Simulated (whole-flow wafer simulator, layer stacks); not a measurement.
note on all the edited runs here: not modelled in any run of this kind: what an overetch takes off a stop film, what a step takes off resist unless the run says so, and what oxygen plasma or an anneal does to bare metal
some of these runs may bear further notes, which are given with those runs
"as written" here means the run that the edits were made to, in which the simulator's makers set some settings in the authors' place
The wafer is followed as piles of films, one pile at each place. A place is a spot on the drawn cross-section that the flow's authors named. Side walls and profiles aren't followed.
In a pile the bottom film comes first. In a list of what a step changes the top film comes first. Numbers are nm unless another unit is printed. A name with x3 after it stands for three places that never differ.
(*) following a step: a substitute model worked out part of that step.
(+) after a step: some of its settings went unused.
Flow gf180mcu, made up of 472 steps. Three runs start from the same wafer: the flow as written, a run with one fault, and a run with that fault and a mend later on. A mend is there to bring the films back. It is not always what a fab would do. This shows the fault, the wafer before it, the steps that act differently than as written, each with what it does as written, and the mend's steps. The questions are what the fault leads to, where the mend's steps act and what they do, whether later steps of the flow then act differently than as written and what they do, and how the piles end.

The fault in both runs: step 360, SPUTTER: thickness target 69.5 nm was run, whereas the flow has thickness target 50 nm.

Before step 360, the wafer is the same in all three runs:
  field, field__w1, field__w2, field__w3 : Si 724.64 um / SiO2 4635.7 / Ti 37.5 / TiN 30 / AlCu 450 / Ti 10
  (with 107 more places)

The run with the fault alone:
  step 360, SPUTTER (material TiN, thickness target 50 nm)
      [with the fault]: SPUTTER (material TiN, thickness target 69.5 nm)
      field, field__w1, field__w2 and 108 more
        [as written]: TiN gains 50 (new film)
        [with the fault]: TiN gains 69.5 (new film)
  Later steps of the flow acting differently than as written (3 more steps, not shown, differ only slightly: by at most 2% or 0.5 nm, whichever is larger):
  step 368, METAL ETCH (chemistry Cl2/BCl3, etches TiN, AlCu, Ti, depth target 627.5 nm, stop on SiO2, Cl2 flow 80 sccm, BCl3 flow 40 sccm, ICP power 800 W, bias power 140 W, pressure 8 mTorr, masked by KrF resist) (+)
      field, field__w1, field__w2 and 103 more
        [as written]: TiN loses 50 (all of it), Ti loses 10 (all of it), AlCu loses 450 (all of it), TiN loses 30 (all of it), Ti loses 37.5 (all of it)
        [with the fault]: TiN loses 69.5 (all of it), Ti loses 10 (all of it), AlCu loses 450 (all of it), TiN loses 30 (all of it), Ti loses 37.5 (all of it)
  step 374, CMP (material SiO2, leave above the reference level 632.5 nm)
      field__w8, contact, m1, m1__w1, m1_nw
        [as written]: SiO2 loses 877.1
        [with the fault]: SiO2 loses 896.6
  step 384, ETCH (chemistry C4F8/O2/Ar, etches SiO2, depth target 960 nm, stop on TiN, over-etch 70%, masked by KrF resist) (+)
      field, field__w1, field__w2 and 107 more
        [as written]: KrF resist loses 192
        [with the fault]: KrF resist loses 188
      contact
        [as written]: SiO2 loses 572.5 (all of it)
        [with the fault]: SiO2 loses 553 (all of it)
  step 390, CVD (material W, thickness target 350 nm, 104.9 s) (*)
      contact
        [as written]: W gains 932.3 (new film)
        [with the fault]: W gains 912.6 (new film)
  The piles end different from the flow's at field__w8, contact, m1, m1__w1, m1_nw by more than 2% or 0.5 nm, whichever is larger.
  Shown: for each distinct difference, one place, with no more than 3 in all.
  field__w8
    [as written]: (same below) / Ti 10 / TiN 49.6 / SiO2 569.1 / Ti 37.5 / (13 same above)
    [with the fault]: (same below) / Ti 10 / TiN 69.1 / SiO2 549.6 / Ti 37.5 / (13 same above)
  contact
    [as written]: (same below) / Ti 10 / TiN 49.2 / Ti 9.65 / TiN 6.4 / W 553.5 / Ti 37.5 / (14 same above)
    [with the fault]: (same below) / Ti 10 / TiN 68.7 / Ti 9.76 / TiN 6.48 / W 533.8 / Ti 37.5 / (14 same above)

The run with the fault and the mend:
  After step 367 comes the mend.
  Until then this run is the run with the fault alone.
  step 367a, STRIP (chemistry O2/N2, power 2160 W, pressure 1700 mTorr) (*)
      field__w8, contact, m1, m1__w1, m1_nw
        KrF resist loses 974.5 (all of it)
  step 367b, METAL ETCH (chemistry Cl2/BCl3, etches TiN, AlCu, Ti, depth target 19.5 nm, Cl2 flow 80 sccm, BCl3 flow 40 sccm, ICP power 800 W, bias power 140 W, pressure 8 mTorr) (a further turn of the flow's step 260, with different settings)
      field, field__w1, field__w2 and 108 more
        TiN loses 19.5
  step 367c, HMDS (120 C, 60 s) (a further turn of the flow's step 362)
      leaves every film unchanged at each place that is followed
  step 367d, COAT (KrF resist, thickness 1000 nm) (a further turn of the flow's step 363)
      field, field__w1, field__w2 and 108 more
        KrF resist gains 1000 (new film)
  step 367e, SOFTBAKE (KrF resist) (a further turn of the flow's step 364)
      leaves every film unchanged at each place that is followed
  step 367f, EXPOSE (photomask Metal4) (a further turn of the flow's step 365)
      leaves every film unchanged at each place that is followed
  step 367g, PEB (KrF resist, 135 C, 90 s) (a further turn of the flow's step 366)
      field, field__w1, field__w2 and 108 more
        KrF resist loses 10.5
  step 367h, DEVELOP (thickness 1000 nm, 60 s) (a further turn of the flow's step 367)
      field, field__w1, field__w2 and 103 more
        KrF resist loses 989.5 (all of it)
      field__w8, contact, m1, m1__w1, m1_nw
        KrF resist loses 14.9
  Later steps of the flow that are run all act as written at every place that is followed.
  At every place that both follow, the piles at the end match the flow's.
